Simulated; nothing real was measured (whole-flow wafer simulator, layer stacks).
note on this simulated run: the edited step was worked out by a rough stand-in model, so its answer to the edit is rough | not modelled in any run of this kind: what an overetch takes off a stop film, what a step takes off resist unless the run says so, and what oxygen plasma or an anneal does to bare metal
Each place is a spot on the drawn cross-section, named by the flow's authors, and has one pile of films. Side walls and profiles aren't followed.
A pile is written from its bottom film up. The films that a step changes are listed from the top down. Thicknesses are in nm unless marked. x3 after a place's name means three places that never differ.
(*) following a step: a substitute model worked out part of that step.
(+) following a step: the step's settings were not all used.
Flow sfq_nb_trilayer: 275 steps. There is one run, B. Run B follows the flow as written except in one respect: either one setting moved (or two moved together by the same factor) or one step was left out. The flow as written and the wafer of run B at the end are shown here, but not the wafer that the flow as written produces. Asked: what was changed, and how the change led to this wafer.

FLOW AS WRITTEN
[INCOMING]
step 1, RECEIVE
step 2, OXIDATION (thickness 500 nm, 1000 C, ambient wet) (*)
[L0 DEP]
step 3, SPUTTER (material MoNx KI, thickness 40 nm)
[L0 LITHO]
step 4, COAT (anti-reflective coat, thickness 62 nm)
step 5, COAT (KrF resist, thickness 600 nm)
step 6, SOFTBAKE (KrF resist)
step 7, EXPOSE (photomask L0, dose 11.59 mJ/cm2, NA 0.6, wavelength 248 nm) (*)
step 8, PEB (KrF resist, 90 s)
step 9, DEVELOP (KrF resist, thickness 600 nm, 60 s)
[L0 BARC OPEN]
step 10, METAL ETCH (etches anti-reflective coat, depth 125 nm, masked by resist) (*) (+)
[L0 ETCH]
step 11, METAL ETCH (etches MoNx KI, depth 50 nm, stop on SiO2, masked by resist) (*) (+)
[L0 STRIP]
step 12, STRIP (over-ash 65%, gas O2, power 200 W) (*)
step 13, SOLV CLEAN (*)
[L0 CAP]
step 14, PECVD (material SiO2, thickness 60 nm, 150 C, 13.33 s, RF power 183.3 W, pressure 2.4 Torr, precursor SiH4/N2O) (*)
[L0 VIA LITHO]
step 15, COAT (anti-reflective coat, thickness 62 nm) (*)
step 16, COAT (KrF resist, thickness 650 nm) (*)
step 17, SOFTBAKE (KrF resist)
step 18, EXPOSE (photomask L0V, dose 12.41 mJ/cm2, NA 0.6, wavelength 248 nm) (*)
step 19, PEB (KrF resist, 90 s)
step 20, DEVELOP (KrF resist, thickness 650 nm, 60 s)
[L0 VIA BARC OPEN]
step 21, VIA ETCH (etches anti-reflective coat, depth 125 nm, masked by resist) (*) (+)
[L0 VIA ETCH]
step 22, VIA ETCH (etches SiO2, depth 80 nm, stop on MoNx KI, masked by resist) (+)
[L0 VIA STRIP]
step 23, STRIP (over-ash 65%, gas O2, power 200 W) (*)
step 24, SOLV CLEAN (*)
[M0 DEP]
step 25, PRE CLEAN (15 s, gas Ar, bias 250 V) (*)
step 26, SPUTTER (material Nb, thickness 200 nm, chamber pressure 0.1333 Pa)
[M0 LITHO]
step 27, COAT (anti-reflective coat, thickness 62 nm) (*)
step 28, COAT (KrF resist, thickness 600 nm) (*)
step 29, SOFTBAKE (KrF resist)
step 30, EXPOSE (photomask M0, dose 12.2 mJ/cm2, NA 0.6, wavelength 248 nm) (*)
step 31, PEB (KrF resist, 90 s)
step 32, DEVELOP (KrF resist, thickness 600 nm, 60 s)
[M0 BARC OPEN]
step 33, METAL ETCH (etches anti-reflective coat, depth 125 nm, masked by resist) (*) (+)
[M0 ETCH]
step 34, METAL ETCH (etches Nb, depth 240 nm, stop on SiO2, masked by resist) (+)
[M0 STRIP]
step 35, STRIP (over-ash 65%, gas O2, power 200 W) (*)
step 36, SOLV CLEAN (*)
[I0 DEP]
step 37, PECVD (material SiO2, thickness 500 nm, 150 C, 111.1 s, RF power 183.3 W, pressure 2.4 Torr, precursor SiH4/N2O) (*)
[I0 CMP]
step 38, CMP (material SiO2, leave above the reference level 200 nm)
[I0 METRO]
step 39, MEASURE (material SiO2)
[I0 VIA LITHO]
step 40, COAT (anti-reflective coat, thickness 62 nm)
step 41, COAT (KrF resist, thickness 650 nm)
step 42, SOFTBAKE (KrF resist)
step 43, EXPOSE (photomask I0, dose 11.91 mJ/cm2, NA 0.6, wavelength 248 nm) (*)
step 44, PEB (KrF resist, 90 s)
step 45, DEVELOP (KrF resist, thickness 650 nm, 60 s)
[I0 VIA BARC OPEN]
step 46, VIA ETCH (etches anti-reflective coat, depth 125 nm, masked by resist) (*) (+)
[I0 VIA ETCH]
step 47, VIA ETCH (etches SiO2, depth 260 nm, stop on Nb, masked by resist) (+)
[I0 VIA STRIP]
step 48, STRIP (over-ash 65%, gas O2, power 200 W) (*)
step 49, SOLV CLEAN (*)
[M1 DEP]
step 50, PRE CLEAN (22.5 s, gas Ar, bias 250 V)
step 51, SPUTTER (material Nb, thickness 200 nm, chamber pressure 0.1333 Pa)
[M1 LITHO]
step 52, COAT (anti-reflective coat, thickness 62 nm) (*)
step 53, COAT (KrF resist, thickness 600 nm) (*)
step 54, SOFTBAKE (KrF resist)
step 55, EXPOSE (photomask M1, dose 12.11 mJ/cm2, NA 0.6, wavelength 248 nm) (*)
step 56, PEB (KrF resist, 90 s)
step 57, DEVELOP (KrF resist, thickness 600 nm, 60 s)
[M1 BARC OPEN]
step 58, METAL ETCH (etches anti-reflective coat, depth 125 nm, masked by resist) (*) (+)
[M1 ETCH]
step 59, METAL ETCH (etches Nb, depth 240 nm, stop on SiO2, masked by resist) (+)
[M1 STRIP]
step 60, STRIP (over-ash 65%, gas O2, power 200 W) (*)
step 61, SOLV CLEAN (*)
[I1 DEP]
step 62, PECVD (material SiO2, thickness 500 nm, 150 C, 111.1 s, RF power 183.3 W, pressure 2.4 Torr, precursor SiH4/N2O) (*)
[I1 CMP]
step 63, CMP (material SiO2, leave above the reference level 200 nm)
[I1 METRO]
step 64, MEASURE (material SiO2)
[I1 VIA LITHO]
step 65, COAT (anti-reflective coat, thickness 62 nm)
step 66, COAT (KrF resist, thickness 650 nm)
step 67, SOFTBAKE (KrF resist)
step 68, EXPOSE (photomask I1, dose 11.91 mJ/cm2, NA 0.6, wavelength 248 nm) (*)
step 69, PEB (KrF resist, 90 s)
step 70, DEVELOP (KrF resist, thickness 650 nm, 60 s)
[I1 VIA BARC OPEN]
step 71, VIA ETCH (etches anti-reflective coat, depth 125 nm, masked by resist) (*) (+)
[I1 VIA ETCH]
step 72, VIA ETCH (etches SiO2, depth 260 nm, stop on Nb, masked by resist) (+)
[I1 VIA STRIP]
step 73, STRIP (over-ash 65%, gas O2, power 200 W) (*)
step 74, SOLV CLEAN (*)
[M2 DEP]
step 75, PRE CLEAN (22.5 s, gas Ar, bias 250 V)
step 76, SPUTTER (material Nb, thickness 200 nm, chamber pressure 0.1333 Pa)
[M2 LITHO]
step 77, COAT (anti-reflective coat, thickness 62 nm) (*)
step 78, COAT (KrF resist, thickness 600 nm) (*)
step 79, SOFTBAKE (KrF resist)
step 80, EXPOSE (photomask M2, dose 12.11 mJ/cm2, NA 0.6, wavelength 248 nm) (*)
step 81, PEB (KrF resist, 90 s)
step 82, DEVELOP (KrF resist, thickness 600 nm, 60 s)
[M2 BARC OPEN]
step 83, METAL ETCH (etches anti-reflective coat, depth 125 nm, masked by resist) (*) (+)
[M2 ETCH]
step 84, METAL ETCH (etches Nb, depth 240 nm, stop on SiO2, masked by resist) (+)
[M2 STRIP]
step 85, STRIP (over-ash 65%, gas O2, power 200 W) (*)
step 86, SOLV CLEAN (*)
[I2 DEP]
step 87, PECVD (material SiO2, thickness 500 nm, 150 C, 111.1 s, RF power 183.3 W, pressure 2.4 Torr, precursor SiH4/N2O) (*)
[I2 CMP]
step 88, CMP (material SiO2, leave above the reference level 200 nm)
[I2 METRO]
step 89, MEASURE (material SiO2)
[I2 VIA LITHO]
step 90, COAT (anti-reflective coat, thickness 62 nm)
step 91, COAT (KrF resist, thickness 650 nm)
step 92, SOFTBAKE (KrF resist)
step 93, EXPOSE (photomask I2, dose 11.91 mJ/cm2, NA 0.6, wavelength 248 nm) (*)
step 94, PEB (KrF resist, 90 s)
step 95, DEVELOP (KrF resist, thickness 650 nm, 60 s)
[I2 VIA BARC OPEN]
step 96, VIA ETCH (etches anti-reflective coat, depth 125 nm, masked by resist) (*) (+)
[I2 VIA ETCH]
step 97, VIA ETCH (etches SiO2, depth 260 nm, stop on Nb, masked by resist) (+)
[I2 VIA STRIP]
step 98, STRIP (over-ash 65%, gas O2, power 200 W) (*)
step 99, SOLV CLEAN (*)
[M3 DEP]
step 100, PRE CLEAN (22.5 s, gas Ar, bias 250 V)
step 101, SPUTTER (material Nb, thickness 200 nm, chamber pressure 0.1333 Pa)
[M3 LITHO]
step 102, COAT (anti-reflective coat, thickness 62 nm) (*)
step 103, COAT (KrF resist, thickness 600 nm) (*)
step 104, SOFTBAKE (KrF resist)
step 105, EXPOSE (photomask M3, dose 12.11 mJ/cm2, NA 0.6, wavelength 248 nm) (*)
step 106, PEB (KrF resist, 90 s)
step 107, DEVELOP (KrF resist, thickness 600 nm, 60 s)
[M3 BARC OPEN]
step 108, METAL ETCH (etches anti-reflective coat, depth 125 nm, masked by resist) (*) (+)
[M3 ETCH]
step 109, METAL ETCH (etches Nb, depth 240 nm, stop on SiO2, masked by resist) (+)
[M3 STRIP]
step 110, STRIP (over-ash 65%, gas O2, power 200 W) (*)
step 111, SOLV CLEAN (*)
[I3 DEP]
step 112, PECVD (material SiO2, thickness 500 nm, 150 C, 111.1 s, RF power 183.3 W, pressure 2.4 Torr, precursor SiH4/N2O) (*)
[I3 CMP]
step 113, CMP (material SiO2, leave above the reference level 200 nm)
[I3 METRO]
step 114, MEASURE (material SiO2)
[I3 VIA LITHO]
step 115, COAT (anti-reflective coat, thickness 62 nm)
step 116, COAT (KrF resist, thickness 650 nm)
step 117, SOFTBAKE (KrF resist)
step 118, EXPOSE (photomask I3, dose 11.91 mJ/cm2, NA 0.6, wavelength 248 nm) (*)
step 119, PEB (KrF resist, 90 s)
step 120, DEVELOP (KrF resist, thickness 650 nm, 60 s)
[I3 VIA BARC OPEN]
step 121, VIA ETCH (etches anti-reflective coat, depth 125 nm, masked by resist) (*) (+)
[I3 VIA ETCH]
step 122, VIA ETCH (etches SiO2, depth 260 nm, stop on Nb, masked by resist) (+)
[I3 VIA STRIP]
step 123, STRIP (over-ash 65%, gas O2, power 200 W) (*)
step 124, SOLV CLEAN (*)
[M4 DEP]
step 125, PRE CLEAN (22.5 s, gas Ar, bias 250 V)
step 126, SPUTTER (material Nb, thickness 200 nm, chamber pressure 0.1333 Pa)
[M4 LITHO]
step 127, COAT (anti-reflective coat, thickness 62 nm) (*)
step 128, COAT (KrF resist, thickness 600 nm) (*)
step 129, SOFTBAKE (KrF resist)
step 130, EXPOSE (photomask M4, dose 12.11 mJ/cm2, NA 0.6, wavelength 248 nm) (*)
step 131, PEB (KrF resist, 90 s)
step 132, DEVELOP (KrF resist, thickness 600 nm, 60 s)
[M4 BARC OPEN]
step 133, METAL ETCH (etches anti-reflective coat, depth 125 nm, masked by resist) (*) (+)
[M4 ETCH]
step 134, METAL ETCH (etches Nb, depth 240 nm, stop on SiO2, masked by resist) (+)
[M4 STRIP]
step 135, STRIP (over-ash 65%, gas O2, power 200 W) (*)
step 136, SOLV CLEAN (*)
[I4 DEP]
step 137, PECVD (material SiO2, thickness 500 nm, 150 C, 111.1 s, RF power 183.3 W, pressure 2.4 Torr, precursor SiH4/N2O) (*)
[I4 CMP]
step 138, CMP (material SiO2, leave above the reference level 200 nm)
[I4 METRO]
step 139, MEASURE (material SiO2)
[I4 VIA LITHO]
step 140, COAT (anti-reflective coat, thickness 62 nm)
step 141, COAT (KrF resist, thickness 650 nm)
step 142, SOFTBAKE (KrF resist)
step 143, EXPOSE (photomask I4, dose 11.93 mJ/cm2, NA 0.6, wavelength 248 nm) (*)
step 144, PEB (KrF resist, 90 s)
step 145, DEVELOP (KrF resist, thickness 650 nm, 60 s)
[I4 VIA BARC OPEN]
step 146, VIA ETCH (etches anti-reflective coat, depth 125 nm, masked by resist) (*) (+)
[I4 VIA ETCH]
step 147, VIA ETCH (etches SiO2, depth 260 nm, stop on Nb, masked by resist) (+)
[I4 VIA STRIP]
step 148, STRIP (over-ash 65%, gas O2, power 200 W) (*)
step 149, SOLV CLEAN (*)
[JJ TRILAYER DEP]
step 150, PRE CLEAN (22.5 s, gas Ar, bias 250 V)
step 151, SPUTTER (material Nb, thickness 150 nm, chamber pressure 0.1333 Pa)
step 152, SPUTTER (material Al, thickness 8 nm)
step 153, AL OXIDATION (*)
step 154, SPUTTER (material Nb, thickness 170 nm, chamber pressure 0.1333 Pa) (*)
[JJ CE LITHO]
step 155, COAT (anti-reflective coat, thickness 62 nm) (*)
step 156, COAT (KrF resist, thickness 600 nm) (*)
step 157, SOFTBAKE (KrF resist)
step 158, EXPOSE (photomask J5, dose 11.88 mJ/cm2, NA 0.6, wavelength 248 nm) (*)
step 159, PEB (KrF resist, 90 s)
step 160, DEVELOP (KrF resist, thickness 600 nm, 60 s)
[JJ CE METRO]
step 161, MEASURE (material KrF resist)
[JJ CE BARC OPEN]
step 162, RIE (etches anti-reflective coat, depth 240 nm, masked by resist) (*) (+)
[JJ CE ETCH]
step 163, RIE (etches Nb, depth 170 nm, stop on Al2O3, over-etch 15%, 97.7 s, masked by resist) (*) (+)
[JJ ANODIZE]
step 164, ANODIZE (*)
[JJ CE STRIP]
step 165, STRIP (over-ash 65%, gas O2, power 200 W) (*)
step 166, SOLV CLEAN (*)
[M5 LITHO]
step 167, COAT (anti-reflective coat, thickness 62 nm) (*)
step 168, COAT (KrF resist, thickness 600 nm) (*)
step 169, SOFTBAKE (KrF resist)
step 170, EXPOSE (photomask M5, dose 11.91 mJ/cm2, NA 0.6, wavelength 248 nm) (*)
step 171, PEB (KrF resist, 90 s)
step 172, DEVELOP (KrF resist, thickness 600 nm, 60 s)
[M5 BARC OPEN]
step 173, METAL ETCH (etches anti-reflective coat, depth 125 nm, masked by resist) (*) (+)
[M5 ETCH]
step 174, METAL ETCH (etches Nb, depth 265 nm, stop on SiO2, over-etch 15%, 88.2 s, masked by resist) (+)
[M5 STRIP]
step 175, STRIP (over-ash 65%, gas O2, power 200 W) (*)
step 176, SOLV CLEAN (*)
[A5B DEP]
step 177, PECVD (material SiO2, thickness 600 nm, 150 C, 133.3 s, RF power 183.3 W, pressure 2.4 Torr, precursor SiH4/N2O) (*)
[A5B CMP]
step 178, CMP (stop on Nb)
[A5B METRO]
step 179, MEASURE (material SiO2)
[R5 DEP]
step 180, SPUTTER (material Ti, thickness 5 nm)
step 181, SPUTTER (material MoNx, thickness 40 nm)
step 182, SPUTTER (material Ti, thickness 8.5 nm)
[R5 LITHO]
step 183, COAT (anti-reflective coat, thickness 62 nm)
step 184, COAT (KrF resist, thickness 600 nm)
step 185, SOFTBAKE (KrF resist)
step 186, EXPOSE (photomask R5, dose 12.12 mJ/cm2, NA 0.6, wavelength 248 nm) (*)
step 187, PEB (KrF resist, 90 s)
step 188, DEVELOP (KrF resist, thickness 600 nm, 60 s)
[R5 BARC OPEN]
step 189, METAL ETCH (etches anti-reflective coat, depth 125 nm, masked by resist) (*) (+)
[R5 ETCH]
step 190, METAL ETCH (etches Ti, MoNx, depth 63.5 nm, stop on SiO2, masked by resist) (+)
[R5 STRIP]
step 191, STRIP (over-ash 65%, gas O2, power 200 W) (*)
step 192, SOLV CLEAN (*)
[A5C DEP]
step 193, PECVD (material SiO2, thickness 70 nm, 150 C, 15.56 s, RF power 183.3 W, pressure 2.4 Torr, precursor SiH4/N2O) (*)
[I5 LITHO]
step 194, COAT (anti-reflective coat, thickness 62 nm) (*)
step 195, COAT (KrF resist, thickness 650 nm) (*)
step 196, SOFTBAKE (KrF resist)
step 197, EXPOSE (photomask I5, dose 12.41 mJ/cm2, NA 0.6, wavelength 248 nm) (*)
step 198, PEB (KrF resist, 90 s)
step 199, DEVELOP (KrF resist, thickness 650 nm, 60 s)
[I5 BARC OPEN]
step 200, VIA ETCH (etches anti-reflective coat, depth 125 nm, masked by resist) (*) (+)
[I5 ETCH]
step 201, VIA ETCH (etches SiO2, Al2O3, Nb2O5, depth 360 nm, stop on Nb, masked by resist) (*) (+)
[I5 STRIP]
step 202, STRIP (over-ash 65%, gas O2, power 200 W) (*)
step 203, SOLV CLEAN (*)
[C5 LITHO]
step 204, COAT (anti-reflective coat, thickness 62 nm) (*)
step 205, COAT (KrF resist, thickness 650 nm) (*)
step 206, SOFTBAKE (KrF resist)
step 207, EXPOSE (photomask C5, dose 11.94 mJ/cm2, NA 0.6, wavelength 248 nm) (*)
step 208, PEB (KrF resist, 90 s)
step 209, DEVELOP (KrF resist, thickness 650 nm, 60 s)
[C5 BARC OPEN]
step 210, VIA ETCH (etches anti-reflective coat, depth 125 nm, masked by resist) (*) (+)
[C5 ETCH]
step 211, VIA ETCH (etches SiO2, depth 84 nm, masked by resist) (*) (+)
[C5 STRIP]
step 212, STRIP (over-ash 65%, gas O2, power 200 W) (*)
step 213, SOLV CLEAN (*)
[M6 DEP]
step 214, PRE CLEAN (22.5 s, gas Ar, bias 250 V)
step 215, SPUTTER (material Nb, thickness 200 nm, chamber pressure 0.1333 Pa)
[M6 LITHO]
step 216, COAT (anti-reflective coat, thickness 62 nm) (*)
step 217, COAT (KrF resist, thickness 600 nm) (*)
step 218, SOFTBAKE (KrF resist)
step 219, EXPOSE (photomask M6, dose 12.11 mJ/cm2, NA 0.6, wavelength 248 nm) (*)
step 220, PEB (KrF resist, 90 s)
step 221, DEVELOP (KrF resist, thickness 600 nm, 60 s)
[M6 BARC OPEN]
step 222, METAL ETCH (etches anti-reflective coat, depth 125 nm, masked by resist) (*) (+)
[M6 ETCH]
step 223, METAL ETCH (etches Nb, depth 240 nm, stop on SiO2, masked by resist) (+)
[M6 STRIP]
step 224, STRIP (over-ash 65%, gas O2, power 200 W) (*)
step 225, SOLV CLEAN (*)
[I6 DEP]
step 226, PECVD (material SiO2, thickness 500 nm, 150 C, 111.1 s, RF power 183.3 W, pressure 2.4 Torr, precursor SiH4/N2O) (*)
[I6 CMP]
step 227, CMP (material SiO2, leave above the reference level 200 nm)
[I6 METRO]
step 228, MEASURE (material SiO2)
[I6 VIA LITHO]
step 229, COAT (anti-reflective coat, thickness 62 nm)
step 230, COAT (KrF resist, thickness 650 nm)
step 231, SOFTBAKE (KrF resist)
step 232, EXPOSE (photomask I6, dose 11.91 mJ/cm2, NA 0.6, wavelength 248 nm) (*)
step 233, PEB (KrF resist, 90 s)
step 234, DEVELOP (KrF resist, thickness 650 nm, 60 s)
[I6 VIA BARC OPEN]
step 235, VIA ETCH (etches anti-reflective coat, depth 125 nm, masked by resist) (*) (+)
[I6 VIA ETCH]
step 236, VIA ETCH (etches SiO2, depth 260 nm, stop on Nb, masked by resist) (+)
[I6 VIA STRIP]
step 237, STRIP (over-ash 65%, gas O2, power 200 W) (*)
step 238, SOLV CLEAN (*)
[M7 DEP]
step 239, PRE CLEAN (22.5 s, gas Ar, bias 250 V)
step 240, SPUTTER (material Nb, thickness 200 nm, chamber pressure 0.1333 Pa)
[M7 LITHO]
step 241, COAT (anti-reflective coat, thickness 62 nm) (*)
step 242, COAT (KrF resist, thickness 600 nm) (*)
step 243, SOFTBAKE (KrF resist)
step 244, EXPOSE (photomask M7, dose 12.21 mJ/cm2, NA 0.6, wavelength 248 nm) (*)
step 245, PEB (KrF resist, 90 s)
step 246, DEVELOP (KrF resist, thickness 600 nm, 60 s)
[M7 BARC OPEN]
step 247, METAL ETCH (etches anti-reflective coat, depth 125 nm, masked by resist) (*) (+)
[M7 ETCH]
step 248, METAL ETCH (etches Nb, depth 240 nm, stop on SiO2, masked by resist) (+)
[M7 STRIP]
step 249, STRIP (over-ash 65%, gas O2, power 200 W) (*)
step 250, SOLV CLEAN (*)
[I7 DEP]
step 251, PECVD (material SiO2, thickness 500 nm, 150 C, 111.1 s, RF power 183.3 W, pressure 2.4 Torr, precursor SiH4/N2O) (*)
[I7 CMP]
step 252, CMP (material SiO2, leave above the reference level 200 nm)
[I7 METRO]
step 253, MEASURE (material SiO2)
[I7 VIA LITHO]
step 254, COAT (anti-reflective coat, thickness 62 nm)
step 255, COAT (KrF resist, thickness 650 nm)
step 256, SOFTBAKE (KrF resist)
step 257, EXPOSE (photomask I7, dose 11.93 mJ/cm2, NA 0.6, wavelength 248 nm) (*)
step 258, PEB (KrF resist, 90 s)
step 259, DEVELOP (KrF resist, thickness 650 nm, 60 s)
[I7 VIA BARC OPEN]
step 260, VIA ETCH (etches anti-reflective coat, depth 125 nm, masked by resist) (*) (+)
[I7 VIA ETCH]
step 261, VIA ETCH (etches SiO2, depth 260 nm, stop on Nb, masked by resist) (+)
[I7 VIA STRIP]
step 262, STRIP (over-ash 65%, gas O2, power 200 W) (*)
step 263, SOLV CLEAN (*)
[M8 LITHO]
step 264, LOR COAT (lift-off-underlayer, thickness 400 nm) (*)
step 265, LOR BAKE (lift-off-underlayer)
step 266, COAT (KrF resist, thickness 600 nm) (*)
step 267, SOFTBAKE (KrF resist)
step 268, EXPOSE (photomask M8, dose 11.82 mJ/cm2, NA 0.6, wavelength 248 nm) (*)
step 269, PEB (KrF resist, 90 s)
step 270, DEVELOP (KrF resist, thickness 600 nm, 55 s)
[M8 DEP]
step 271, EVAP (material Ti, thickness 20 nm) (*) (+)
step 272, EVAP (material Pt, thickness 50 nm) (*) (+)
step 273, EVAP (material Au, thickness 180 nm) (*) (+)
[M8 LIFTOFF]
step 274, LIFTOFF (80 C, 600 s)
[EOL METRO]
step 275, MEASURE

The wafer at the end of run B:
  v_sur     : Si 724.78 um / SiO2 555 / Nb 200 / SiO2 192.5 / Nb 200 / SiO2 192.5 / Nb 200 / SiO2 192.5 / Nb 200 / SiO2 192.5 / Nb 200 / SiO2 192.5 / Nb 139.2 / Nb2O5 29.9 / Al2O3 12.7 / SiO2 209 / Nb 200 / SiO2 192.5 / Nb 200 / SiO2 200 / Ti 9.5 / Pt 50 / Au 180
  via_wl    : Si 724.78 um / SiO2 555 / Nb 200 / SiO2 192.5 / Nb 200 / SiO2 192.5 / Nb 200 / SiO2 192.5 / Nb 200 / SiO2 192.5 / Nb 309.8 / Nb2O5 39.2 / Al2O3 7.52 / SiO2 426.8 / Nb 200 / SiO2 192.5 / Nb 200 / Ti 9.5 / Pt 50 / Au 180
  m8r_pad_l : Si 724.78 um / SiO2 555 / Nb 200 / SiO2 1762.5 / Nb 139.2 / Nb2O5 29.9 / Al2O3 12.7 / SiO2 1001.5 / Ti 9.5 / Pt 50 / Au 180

Cause: step 271, EVAP: thickness 9.5 nm was run, whereas the flow has thickness 20 nm.
The wafer itself shows it: v_sur has Ti 9.5, and step 271 as written asks for 20 nm.

The path from the change to this, step by step:
  step 271, EVAP (material Ti, thickness 20 nm) (*) (+)
      field_l, v_sur, via_wl and 103 more: +9.5 Ti (new film) (in the flow as written it would be: +20 Ti (new film))
  step 274, LIFTOFF (80 C, 600 s)
      p4_fl, p4_fm, p4_w1 and 71 more: -180 Au (all of it), -50 Pt (all of it), -9.5 Ti (all of it), -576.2 KrF resist (all of it), -400 lift-off-underlayer (all of it) (in the flow as written it would be: -180 Au (all of it), -50 Pt (all of it), -20 Ti (all of it), -576.2 KrF resist (all of it), -400 lift-off-underlayer (all of it))
      c5j, ce_r: -180 Au (all of it), -50 Pt (all of it), -9.5 Ti (all of it), -573.3 KrF resist (all of it), -399.3 lift-off-underlayer (all of it) (in the flow as written it would be: -180 Au (all of it), -50 Pt (all of it), -20 Ti (all of it), -573.3 KrF resist (all of it), -399.3 lift-off-underlayer (all of it))
      (as well as at 19 more places)
